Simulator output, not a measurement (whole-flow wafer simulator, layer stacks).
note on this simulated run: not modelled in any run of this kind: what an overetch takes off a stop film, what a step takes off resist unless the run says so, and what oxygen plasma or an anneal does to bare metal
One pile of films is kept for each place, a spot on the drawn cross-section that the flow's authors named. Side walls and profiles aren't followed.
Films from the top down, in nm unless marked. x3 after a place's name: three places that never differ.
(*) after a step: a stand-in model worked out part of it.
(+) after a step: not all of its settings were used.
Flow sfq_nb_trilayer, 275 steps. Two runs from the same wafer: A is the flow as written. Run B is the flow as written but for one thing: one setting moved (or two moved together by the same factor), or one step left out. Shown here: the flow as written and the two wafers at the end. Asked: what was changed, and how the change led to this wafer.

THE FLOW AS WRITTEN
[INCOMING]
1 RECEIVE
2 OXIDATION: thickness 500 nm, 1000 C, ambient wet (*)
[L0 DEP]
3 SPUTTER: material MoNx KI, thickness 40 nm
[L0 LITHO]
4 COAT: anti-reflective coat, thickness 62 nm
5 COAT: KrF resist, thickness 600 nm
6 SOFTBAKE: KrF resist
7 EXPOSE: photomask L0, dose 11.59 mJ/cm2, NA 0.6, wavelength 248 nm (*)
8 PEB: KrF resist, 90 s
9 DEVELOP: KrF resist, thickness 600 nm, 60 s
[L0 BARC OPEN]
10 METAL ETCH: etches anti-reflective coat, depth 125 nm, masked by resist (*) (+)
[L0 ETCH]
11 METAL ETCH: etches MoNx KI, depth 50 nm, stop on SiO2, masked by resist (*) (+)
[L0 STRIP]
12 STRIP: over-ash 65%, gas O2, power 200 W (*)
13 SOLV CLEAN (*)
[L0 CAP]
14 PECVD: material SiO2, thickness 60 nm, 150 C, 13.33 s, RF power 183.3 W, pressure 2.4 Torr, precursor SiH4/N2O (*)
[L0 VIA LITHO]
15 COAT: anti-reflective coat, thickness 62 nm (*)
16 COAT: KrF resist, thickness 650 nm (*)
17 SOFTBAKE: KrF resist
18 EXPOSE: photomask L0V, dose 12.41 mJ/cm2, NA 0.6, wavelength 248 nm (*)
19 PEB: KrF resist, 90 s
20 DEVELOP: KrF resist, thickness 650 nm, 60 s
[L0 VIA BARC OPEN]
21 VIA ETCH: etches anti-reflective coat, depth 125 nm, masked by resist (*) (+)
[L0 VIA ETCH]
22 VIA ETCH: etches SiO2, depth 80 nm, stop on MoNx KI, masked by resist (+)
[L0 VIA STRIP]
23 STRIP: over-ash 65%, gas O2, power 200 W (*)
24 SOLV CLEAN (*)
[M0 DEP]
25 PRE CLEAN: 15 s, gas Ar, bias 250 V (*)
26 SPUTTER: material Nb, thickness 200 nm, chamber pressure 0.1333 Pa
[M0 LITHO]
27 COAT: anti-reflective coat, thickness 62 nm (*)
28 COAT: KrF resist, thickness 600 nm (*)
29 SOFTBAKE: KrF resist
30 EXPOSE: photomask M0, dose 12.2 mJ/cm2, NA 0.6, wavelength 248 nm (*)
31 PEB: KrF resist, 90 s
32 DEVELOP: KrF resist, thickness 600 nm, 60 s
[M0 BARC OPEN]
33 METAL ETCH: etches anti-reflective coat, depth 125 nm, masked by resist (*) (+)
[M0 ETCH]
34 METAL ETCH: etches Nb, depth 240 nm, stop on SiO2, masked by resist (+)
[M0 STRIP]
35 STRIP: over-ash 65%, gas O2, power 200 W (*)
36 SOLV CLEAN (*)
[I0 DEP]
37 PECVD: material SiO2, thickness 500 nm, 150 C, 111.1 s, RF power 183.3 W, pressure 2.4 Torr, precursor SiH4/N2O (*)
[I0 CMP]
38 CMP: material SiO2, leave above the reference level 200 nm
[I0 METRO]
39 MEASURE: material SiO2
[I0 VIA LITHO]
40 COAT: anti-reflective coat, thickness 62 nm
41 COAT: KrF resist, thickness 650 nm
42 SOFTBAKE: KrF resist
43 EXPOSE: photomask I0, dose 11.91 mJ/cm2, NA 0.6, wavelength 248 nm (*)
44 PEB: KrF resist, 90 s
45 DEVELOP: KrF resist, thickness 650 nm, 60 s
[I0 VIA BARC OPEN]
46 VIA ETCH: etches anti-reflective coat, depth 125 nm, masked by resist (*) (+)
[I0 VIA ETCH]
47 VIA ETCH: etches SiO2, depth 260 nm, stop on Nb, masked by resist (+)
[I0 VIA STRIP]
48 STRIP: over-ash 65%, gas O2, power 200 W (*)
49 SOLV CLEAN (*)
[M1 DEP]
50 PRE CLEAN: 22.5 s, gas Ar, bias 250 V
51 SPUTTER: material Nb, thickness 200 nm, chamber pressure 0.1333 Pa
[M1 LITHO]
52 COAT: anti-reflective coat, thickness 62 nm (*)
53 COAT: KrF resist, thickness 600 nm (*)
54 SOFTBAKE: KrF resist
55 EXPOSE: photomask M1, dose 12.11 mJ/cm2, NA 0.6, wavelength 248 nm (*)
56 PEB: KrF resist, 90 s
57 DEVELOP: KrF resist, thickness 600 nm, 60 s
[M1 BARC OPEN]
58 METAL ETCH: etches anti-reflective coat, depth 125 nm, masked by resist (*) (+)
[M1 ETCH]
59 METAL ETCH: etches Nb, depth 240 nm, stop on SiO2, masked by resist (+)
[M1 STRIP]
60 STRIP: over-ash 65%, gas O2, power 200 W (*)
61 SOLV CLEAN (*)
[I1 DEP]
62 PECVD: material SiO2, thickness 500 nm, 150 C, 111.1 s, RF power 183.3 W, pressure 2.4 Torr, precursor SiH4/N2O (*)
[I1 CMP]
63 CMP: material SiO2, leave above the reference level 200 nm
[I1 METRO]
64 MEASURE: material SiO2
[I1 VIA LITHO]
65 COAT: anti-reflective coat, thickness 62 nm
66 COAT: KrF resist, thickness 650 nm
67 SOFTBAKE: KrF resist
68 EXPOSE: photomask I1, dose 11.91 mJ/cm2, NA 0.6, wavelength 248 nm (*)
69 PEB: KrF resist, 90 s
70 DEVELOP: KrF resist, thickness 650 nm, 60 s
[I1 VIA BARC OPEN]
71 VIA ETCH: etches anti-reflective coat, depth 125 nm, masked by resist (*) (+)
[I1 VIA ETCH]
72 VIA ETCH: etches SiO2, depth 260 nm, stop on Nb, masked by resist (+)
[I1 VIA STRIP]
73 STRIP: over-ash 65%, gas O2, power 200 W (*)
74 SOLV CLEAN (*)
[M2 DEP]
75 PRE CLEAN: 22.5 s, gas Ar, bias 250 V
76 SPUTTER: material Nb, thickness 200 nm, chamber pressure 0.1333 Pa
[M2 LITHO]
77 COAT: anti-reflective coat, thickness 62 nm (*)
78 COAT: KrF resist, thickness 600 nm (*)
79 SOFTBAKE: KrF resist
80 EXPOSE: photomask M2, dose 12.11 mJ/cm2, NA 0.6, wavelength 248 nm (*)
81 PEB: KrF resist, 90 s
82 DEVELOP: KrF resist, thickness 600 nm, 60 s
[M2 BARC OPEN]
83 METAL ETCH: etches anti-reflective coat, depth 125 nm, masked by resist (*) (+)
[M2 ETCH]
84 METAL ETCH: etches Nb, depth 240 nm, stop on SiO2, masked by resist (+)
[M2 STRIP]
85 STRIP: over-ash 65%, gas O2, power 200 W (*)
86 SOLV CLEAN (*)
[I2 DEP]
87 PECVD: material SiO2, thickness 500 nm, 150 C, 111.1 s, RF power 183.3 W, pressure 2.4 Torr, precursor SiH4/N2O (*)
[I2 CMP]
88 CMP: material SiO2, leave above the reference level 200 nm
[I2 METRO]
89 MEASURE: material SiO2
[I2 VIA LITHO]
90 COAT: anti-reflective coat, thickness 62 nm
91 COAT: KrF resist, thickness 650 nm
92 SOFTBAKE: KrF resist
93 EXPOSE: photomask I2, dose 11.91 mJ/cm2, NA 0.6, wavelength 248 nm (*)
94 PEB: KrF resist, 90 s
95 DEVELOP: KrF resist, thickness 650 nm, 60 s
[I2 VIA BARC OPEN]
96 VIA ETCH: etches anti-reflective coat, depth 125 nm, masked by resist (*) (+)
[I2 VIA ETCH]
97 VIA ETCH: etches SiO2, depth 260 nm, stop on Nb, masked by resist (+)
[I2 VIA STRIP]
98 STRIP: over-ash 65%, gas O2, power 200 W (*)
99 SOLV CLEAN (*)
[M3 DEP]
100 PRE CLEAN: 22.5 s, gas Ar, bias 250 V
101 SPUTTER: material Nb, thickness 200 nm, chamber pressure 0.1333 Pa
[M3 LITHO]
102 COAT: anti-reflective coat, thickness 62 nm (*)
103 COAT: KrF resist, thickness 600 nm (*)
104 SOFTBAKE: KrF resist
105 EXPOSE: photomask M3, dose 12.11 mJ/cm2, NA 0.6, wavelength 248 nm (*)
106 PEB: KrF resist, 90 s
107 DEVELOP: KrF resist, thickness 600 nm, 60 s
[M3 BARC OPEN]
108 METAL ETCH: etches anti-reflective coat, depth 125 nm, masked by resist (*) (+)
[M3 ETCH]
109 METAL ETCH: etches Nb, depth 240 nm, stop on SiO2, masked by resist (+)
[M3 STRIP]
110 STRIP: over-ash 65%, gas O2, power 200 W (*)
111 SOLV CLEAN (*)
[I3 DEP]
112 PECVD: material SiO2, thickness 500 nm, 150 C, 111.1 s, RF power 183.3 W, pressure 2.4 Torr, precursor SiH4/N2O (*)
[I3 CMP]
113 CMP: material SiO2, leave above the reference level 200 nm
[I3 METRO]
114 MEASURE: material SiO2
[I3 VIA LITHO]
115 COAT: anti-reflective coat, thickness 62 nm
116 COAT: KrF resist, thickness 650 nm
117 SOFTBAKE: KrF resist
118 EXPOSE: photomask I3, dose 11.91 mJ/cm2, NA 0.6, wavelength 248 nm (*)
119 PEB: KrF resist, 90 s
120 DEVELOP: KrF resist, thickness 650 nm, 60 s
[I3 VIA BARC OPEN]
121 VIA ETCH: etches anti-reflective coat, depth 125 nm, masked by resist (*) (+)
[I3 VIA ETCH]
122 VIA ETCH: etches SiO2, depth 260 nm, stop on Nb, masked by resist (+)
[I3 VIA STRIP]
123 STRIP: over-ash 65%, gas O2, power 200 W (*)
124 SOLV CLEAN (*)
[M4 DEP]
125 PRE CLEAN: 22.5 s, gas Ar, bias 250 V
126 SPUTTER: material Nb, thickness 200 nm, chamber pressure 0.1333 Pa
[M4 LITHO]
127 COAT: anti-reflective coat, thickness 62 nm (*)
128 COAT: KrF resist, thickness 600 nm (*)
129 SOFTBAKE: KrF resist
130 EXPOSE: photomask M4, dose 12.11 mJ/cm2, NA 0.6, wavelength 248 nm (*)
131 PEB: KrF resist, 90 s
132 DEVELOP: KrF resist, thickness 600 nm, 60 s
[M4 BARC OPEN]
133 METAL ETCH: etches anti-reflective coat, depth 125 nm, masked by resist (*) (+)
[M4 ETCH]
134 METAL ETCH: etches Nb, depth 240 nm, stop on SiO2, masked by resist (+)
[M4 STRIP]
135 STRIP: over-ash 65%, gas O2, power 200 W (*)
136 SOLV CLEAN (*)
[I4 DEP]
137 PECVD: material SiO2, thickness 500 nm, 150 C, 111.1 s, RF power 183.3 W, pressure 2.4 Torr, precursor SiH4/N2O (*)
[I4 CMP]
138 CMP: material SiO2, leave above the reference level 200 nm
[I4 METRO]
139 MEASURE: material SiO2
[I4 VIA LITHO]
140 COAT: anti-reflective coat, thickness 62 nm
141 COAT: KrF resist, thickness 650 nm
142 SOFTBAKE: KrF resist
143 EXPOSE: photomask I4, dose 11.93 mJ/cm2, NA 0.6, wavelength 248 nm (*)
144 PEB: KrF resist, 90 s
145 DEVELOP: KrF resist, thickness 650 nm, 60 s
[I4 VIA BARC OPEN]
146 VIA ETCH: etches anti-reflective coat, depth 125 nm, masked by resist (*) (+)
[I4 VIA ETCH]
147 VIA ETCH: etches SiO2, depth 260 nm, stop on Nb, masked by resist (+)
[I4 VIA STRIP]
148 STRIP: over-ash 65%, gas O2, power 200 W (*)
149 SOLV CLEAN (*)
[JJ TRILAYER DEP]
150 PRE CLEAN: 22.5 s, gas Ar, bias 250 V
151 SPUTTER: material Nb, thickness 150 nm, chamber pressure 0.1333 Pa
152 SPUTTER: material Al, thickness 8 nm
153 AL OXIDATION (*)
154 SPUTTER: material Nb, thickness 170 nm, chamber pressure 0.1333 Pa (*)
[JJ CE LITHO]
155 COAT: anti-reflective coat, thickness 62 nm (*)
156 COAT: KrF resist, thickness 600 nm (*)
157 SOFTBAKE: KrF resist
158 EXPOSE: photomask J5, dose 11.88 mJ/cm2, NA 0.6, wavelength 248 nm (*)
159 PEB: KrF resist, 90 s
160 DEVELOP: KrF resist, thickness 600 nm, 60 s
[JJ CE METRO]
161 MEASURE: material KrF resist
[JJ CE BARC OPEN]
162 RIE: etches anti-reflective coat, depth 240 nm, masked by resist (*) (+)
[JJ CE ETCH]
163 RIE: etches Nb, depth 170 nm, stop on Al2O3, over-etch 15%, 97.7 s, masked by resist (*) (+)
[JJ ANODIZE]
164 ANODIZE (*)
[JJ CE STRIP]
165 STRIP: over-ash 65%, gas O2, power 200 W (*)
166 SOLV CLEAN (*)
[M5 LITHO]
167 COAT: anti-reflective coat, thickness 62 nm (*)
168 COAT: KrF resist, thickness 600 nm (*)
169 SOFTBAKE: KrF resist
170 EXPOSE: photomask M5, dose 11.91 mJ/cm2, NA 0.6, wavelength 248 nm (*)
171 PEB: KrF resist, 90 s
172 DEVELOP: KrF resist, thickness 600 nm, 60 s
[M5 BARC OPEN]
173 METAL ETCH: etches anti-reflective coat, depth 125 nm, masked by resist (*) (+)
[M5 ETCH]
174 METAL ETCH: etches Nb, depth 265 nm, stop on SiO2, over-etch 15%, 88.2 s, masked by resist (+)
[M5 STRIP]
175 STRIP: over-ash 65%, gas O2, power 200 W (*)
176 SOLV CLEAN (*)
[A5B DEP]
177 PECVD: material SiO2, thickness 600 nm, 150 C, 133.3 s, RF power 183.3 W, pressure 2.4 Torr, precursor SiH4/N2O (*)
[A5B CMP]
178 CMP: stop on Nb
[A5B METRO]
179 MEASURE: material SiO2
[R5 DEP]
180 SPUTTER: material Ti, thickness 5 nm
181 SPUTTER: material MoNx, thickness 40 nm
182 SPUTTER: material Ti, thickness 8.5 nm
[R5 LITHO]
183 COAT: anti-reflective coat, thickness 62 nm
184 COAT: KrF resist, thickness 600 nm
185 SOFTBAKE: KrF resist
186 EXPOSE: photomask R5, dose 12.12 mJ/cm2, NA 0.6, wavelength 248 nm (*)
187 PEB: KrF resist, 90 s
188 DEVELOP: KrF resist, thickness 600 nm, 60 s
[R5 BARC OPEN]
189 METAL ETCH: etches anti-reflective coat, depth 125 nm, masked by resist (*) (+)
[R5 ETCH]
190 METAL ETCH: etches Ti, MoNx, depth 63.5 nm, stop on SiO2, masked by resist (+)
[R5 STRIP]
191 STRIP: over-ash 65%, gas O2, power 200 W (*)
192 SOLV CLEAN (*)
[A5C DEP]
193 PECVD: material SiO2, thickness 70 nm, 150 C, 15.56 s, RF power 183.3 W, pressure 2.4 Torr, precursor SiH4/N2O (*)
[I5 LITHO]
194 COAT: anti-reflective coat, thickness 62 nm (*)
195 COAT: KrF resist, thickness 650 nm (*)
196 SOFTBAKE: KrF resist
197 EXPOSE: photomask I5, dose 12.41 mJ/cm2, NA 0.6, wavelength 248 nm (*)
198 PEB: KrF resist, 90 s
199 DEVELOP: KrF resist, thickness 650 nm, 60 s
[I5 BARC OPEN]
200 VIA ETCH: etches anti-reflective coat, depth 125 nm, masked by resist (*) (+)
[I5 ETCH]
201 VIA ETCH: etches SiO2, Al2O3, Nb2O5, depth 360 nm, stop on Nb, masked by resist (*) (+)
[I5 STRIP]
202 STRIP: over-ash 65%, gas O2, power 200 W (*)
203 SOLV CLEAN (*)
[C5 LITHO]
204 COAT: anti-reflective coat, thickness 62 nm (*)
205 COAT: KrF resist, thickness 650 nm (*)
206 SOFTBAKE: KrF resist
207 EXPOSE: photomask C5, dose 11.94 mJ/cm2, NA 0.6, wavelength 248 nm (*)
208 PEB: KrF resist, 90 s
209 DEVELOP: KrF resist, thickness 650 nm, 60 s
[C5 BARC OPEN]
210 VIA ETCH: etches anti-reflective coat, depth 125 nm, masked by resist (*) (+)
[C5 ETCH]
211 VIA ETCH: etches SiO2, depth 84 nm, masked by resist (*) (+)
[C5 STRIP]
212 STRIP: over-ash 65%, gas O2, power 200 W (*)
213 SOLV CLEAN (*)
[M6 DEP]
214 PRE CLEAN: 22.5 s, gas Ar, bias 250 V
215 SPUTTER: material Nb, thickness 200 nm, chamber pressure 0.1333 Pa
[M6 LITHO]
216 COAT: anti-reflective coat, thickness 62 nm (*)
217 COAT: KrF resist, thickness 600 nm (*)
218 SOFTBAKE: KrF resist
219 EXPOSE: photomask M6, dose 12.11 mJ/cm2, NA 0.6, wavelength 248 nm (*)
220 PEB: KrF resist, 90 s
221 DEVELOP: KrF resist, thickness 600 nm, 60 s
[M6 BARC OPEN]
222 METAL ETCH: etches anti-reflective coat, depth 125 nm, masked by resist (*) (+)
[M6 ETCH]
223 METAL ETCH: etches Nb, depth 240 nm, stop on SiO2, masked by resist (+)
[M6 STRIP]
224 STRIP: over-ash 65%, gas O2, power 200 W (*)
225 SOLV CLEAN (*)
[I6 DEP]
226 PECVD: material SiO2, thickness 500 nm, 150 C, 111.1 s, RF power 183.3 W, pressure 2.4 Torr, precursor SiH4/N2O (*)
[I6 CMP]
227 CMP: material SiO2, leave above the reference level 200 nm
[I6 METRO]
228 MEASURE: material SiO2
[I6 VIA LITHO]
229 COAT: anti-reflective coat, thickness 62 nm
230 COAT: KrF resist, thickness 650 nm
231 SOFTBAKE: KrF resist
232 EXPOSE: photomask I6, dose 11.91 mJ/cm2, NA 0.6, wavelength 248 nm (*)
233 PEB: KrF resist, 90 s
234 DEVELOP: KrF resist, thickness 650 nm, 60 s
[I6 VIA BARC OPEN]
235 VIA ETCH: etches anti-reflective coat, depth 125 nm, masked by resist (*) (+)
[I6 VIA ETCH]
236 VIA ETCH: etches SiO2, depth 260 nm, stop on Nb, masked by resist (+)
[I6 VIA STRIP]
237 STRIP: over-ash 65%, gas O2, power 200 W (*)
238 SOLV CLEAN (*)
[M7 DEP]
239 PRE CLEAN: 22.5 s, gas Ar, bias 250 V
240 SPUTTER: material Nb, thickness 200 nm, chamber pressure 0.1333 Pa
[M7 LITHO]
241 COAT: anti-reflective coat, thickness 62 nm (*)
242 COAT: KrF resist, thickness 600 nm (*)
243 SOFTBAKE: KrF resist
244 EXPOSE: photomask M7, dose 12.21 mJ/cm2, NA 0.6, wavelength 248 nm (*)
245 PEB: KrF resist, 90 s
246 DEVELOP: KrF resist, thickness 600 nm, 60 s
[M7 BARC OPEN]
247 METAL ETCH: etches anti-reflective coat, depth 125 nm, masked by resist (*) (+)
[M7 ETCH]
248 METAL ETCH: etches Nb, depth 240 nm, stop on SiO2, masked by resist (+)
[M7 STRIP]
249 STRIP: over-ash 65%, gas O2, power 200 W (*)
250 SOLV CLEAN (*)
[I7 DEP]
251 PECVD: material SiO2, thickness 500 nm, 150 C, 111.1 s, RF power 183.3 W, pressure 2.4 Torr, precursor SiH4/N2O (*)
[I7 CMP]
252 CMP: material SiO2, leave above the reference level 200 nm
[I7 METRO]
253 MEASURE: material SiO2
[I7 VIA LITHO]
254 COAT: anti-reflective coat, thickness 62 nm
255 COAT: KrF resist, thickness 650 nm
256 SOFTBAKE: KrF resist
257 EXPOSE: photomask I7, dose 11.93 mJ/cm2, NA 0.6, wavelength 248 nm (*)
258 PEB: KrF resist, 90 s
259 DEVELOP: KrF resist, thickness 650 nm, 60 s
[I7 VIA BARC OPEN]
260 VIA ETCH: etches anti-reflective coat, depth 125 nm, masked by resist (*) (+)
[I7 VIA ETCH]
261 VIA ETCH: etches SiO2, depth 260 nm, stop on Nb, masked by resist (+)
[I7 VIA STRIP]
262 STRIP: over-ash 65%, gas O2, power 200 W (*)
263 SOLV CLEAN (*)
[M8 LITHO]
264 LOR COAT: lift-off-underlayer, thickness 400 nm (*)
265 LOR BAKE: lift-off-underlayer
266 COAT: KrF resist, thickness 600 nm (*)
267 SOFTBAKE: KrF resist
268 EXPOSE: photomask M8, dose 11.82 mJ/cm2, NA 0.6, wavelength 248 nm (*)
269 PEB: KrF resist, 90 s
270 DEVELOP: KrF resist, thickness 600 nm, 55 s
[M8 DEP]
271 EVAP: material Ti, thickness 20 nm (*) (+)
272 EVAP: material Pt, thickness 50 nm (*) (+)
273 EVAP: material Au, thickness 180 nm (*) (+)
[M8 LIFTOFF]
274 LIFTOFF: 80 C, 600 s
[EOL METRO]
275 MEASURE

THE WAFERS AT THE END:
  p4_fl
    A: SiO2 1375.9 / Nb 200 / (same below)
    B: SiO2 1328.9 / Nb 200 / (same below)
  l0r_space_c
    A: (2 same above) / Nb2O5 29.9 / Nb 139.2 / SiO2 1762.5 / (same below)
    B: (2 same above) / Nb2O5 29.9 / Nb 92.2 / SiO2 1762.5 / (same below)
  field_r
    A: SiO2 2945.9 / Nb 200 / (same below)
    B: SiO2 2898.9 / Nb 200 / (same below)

The cause: step 151, SPUTTER: thickness 103 nm was run, where the flow has thickness 150 nm.

How the change led to this, step by step:
  151 SPUTTER: material Nb, thickness 150 nm, chamber pressure 0.1333 Pa
      field_l, v_sur, via_sp and 100 more: A Nb +150 (new film) | B Nb +103 (new film)
      via_wl, via_wr: A Nb +130.4 | B Nb +73.8
      (and at 1 more place)
  154 SPUTTER: material Nb, thickness 170 nm, chamber pressure 0.1333 Pa (*)
      via_w: A Nb +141 (new film) | B Nb +144.3 (new film)
  155 COAT: anti-reflective coat, thickness 62 nm (*)
      via_wl, via_wr: A anti-reflective coat +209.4 (new film) | B anti-reflective coat +234.4 (new film)
      via_w: A anti-reflective coat +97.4 (new film) | B anti-reflective coat +100.2 (new film)
  162 RIE: etches anti-reflective coat, depth 240 nm, masked by resist (*) (+)
      ce_l, c5j, ce_r, wl_jj: A KrF resist -209.4 | B KrF resist -234.4
      via_wl, via_wr: A anti-reflective coat -209.4 (all of it) | B anti-reflective coat -234.4 (all of it)
      (and at 1 more place)
  163 RIE: etches Nb, depth 170 nm, stop on Al2O3, over-etch 15%, 97.7 s, masked by resist (*) (+)
      via_w: A Nb -141 (all of it), Al2O3 -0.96 (all of it) | B Nb -144.3 (all of it), Al2O3 -0.96 (all of it)
  165 STRIP: over-ash 65%, gas O2, power 200 W (*)
      ce_l: A KrF resist -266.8 (all of it), anti-reflective coat -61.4 (all of it) | B KrF resist -241.8 (all of it), anti-reflective coat -61.5 (all of it)
      c5j: A KrF resist -266.9 (all of it), anti-reflective coat -61.5 (all of it) | B KrF resist -241.9 (all of it), anti-reflective coat -61.5 (all of it)
      (and at 2 more places)
  167 COAT: anti-reflective coat, thickness 62 nm (*)
      via_wl: A anti-reflective coat +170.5 (new film) | B anti-reflective coat +178.9 (new film)
      via_w: A anti-reflective coat +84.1 (new film) | B anti-reflective coat +78.5 (new film)
      (and at 1 more place)
  174 METAL ETCH: etches Nb, depth 265 nm, stop on SiO2, over-etch 15%, 88.2 s, masked by resist (+)
      field_l, r_sur, res and 50 more: A Al2O3 -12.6 (all of it), Nb2O5 -29.9 (all of it), Nb -139.2 (all of it), SiO2 -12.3 | B Al2O3 -12.6 (all of it), Nb2O5 -29.9 (all of it), Nb -92.2 (all of it), SiO2 -17
  175 STRIP: over-ash 65%, gas O2, power 200 W (*)
      via_wl: A KrF resist -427 (all of it), anti-reflective coat -170.5 (all of it) | B KrF resist -429.7 (all of it), anti-reflective coat -178.9 (all of it)
      via_w: A KrF resist -503.5 (all of it), anti-reflective coat -84.1 (all of it) | B KrF resist -497.9 (all of it), anti-reflective coat -78.5 (all of it)
      (and at 1 more place)
  177 PECVD: material SiO2, thickness 600 nm, 150 C, 133.3 s, RF power 183.3 W, pressure 2.4 Torr, precursor SiH4/N2O (*)
      via_wl, via_wr: A SiO2 +600 (new film) | B SiO2 +617.7 (new film)
  178 CMP: stop on Nb
      field_l, p4_fl, p4_fm and 39 more: A SiO2 -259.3 | B SiO2 -301.6
      r_sur, res, r_end, moat, field_r, lsp_l: A SiO2 -252.3 | B SiO2 -301.6
      (and at 8 more places)
